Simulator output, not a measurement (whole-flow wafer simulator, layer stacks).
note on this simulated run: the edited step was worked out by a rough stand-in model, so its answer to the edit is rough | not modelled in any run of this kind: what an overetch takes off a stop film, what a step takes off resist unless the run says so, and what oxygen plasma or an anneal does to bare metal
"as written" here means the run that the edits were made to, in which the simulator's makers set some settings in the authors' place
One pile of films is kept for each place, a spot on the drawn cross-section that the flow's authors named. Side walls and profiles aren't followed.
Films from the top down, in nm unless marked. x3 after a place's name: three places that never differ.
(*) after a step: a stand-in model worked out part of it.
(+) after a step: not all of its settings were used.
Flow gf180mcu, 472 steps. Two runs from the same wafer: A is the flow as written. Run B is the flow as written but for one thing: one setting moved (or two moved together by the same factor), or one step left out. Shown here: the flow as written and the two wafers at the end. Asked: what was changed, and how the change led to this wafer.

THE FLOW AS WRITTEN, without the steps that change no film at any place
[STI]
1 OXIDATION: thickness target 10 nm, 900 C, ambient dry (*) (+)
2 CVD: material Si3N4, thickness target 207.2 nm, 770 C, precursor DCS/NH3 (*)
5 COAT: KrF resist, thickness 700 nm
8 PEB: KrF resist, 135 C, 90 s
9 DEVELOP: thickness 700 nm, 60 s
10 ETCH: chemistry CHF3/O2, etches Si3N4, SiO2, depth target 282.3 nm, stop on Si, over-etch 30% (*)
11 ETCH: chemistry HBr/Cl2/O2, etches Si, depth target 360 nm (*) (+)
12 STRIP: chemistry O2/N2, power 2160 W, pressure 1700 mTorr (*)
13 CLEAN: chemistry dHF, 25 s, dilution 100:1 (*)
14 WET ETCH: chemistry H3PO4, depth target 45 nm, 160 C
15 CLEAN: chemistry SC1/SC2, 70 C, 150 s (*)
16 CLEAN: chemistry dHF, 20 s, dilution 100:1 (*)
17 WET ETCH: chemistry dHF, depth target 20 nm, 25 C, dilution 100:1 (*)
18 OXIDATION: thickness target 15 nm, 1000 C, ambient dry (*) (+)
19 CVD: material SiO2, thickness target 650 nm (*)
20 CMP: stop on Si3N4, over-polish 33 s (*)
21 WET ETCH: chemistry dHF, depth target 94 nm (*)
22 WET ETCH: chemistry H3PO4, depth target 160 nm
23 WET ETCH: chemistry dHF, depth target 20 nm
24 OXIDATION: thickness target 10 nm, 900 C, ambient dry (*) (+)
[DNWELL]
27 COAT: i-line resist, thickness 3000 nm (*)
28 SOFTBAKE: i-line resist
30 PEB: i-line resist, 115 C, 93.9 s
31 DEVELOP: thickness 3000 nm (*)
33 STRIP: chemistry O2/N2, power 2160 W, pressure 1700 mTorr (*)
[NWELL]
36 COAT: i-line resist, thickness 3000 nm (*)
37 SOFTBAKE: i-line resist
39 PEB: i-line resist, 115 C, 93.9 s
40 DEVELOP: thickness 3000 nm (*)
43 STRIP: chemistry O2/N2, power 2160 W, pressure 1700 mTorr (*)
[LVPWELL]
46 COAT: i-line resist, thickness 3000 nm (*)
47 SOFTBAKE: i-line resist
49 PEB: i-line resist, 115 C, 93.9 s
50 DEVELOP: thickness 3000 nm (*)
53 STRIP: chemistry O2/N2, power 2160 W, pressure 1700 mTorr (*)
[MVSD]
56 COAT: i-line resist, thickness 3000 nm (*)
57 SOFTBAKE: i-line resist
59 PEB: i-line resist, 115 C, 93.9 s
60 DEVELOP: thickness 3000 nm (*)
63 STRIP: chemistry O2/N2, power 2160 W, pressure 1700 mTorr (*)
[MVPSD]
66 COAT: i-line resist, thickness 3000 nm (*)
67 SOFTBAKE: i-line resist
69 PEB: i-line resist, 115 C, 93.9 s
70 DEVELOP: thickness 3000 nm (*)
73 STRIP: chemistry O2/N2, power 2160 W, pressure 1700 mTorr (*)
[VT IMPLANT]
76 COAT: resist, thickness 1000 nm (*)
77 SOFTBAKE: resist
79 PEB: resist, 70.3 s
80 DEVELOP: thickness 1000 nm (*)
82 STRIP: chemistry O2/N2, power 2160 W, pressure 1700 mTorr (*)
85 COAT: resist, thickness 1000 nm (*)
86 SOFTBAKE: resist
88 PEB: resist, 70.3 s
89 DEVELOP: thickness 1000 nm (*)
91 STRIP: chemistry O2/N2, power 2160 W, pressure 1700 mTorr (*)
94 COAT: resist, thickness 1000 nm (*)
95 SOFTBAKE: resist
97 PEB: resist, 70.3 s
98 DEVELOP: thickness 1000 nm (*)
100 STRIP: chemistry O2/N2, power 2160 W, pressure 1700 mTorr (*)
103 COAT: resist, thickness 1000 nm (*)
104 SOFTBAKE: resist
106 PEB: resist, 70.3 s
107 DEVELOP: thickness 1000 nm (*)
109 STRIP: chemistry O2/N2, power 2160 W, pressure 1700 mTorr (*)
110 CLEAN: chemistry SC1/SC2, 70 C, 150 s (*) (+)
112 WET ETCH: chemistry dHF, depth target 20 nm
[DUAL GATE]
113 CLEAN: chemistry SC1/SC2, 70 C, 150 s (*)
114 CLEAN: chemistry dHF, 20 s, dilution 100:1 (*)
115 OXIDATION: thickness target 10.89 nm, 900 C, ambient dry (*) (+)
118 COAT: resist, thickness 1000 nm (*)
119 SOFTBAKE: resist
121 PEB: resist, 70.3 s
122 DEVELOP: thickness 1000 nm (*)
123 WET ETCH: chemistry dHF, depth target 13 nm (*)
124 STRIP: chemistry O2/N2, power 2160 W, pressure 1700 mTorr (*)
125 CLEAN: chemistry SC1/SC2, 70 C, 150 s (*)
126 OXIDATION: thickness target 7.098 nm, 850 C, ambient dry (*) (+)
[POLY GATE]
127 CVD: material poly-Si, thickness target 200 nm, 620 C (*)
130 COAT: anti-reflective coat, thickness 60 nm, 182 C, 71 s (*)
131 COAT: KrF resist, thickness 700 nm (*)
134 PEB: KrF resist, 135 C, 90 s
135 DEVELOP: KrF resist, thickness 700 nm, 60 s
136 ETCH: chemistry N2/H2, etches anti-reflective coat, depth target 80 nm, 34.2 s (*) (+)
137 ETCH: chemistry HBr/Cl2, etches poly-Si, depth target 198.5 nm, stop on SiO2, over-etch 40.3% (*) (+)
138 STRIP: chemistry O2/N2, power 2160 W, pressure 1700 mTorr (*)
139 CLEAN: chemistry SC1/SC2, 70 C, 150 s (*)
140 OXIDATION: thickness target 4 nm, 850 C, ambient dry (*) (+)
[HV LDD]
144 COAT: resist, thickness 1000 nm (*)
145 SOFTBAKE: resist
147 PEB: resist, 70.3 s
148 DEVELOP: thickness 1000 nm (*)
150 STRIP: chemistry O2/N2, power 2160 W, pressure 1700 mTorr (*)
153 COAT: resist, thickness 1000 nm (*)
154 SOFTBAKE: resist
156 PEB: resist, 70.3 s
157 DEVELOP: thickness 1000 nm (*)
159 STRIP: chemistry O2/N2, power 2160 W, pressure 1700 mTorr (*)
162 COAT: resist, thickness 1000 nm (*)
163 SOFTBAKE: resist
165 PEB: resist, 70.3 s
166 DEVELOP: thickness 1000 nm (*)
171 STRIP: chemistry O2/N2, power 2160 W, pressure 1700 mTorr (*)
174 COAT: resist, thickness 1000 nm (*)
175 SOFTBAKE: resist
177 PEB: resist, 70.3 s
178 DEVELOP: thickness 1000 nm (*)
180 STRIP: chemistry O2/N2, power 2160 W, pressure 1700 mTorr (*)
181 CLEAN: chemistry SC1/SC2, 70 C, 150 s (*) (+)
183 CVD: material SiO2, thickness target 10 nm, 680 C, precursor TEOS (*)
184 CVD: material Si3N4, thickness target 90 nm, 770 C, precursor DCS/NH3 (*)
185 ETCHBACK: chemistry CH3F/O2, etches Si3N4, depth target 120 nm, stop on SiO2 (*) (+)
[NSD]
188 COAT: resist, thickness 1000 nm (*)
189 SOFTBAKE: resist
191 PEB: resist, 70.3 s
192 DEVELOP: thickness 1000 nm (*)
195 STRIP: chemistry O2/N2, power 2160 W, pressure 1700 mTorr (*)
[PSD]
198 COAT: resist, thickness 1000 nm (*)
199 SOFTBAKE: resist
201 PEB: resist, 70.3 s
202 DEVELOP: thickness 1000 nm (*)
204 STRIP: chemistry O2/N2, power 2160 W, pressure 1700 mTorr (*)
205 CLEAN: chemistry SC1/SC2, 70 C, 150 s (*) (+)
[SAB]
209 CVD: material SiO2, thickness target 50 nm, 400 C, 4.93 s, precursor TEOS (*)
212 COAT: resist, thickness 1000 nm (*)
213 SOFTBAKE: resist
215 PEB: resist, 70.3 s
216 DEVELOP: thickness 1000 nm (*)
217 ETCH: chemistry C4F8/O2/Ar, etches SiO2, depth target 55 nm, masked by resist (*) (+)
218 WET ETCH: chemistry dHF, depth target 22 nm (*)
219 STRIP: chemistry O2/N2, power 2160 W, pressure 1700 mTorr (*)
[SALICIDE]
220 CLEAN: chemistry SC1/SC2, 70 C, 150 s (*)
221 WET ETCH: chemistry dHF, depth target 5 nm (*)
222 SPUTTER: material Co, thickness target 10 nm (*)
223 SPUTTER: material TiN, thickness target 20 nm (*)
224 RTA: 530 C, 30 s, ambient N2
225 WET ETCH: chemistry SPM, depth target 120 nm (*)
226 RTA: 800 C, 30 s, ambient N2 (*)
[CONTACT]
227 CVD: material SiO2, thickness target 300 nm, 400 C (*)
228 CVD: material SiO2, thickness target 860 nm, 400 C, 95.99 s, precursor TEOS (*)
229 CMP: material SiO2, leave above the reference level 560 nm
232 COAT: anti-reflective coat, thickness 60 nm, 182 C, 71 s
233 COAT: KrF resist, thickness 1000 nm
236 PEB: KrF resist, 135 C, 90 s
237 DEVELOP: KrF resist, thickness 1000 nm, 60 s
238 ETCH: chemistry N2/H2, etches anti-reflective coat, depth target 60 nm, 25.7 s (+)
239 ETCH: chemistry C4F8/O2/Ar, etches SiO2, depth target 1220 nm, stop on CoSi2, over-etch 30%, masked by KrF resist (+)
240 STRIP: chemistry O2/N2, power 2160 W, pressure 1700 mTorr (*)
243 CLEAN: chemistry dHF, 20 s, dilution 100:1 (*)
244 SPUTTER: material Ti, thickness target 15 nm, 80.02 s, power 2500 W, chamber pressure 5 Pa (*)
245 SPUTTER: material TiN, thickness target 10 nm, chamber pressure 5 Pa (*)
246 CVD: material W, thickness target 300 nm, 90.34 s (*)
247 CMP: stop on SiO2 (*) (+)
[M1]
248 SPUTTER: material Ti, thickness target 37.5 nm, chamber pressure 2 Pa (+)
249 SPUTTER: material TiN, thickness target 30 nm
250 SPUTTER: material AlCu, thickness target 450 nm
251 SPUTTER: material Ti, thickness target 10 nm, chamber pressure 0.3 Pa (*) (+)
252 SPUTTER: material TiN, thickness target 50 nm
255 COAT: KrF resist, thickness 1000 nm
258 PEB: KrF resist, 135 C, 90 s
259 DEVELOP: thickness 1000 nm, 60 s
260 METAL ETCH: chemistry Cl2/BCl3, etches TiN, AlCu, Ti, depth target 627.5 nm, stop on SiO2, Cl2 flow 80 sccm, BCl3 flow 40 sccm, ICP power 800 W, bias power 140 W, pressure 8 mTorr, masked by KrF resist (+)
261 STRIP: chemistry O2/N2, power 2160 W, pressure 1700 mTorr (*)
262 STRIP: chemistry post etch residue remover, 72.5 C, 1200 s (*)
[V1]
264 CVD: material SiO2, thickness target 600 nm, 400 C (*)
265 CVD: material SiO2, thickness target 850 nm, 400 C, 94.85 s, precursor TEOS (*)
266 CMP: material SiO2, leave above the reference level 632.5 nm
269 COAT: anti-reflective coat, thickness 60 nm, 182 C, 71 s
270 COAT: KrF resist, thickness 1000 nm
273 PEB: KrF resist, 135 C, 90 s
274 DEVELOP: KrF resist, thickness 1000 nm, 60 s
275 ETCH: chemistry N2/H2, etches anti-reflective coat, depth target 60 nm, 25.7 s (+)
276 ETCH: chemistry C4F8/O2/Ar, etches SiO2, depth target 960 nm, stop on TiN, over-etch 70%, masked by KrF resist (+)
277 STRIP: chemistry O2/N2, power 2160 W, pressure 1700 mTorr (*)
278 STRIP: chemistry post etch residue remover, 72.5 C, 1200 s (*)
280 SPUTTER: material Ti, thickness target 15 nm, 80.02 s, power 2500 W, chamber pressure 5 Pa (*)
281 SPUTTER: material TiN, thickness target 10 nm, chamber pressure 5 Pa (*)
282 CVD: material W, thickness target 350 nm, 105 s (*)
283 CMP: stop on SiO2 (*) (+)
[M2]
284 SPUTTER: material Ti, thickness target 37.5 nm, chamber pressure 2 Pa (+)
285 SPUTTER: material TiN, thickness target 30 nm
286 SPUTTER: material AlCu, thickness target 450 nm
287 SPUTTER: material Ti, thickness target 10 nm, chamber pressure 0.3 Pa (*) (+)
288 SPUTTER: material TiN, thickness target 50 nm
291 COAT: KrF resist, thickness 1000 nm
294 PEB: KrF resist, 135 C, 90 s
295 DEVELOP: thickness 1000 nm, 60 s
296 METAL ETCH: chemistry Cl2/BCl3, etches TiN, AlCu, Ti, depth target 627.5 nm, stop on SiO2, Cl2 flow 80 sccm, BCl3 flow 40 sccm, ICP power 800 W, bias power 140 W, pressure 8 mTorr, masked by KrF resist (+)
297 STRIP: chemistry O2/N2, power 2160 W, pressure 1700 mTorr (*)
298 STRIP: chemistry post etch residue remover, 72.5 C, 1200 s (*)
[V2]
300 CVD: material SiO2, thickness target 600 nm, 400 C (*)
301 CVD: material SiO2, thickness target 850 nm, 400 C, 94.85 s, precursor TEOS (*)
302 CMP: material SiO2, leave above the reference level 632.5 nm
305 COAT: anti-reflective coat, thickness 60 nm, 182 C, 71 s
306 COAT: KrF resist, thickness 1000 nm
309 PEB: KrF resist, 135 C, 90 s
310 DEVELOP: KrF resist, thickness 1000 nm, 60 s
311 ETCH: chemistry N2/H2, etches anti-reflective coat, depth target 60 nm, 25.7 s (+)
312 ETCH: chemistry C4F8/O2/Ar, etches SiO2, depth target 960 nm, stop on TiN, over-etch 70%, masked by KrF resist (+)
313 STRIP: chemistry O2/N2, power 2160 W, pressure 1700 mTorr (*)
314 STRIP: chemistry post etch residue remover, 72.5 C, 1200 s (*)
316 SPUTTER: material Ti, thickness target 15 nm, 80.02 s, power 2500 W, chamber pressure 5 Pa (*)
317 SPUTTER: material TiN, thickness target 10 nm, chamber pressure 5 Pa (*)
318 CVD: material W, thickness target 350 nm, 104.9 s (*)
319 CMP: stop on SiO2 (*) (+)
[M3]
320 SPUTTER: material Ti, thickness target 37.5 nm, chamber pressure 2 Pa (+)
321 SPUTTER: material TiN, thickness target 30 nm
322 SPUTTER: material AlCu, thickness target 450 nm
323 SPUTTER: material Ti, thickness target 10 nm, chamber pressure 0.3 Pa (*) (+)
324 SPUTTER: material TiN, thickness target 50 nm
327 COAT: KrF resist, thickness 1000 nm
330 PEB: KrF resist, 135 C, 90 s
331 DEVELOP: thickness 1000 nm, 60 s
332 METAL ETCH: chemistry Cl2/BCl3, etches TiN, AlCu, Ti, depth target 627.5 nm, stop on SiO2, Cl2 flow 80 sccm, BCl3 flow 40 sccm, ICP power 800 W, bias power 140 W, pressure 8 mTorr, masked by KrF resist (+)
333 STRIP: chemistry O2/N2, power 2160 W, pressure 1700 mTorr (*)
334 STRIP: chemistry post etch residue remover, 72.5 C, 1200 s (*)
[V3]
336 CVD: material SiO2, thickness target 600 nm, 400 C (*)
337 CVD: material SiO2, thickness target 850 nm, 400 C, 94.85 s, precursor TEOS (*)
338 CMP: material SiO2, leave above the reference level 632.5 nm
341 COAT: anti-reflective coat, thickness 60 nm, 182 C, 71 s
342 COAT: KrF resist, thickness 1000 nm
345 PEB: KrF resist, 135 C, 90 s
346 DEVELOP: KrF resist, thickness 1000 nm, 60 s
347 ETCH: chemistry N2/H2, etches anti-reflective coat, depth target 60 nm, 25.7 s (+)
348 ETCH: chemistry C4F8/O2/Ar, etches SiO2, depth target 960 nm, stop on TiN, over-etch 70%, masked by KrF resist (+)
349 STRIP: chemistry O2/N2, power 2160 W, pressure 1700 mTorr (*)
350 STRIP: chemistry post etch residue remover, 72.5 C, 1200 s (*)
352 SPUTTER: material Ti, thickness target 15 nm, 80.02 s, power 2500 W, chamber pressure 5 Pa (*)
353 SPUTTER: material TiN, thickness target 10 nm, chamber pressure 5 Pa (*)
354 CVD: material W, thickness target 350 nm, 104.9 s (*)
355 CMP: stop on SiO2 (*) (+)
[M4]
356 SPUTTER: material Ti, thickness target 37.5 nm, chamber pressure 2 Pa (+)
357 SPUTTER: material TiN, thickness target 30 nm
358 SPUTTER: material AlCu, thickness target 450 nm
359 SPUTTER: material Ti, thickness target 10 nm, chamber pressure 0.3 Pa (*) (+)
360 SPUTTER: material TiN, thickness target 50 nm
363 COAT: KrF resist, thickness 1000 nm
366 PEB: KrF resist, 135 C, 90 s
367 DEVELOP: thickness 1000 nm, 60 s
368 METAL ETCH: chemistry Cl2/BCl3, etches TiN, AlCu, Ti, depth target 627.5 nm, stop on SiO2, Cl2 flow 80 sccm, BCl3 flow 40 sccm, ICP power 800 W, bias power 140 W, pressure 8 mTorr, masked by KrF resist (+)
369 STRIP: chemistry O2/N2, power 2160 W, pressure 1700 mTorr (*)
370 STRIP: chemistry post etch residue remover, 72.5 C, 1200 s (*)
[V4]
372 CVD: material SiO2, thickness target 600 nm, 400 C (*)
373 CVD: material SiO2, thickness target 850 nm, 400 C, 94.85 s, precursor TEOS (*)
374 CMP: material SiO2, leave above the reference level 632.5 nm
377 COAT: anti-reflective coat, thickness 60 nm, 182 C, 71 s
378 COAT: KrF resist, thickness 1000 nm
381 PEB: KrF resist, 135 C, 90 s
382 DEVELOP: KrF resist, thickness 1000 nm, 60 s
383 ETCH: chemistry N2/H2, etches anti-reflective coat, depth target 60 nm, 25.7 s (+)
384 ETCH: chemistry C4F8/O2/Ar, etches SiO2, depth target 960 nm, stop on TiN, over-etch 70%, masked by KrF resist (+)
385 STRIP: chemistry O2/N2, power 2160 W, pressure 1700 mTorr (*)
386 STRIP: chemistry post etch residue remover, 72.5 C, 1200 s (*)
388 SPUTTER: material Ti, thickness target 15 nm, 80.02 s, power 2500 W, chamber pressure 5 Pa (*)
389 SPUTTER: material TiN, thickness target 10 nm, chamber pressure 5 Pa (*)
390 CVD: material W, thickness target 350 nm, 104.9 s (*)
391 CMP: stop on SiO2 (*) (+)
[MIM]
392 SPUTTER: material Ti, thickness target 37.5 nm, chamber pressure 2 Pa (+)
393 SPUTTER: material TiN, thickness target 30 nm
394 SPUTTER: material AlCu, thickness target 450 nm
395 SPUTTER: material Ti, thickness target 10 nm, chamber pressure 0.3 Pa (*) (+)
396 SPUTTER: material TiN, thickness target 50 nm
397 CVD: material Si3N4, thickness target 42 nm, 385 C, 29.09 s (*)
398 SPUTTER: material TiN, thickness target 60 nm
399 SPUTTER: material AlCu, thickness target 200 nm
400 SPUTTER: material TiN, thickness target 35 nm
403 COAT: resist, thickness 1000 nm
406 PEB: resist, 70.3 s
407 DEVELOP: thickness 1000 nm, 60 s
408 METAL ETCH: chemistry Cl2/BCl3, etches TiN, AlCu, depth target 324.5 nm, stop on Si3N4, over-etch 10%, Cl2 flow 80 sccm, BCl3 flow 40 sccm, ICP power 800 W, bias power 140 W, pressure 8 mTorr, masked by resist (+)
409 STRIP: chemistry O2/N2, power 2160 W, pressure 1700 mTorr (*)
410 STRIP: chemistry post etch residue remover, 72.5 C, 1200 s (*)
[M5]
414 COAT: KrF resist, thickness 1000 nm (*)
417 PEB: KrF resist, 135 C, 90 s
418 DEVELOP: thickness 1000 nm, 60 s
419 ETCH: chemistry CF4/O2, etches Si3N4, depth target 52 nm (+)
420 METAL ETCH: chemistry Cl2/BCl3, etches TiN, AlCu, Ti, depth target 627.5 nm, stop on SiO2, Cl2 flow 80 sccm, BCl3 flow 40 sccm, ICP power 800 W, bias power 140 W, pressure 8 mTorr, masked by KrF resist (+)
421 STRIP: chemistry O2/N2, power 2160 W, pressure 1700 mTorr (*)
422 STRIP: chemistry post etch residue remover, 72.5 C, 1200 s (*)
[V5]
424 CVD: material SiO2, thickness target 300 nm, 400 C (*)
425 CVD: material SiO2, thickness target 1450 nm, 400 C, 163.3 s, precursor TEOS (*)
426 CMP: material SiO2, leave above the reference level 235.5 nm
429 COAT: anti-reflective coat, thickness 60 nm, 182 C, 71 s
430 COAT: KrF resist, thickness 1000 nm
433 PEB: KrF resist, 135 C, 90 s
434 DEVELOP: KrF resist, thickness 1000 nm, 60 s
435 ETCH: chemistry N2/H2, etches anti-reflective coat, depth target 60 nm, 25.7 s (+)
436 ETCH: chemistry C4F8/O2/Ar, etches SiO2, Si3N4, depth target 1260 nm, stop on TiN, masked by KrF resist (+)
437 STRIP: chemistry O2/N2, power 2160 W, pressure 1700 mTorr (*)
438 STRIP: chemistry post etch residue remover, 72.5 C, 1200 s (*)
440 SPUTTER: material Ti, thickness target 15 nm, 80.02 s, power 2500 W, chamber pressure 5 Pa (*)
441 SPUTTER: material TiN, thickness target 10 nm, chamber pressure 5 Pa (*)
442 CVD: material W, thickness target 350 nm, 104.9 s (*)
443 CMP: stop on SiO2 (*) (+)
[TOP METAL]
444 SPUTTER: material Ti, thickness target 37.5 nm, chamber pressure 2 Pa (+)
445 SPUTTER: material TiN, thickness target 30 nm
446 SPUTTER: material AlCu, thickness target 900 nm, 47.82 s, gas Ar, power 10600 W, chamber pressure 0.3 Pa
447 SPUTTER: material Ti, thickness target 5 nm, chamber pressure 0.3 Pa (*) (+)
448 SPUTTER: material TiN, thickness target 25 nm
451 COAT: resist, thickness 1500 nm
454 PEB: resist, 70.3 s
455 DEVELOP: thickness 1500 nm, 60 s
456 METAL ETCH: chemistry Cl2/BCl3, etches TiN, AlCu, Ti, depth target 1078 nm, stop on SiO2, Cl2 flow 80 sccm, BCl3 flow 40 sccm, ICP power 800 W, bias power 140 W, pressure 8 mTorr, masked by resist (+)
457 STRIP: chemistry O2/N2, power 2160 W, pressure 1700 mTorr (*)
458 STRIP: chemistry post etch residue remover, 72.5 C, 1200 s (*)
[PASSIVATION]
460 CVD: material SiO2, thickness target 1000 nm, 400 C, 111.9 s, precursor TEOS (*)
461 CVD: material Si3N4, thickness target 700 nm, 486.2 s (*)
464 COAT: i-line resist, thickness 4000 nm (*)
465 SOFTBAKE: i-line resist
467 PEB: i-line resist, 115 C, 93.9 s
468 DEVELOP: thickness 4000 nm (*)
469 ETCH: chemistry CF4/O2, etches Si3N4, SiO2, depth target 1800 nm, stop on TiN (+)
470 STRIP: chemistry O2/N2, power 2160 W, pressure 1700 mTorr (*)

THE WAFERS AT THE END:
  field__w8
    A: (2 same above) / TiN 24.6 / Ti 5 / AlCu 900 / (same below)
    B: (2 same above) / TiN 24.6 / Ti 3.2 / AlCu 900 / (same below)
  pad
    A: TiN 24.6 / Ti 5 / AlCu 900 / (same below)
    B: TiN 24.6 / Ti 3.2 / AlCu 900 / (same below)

The cause: step 447, SPUTTER: thickness target 3.2 nm was run, where the flow has thickness target 5 nm.
It can be read off the wafer: field__w8 has Ti 3.2, and step 447 as written asks for 5 nm.

How the change led to this, step by step:
  447 SPUTTER: material Ti, thickness target 5 nm, chamber pressure 0.3 Pa (*) (+)
      field, field__w1, field__w2 and 109 more: A Ti +5 (new film) | B Ti +3.2 (new film)
  456 METAL ETCH: chemistry Cl2/BCl3, etches TiN, AlCu, Ti, depth target 1078 nm, stop on SiO2, Cl2 flow 80 sccm, BCl3 flow 40 sccm, ICP power 800 W, bias power 140 W, pressure 8 mTorr, masked by resist (+)
      field, field__w1, field__w2 and 103 more: A TiN -25 (all of it), Ti -5 (all of it), AlCu -900 (all of it), TiN -30 (all of it), Ti -37.5 (all of it) | B TiN -25 (all of it), Ti -3.2 (all of it), AlCu -900 (all of it), TiN -30 (all of it), Ti -37.5 (all of it)
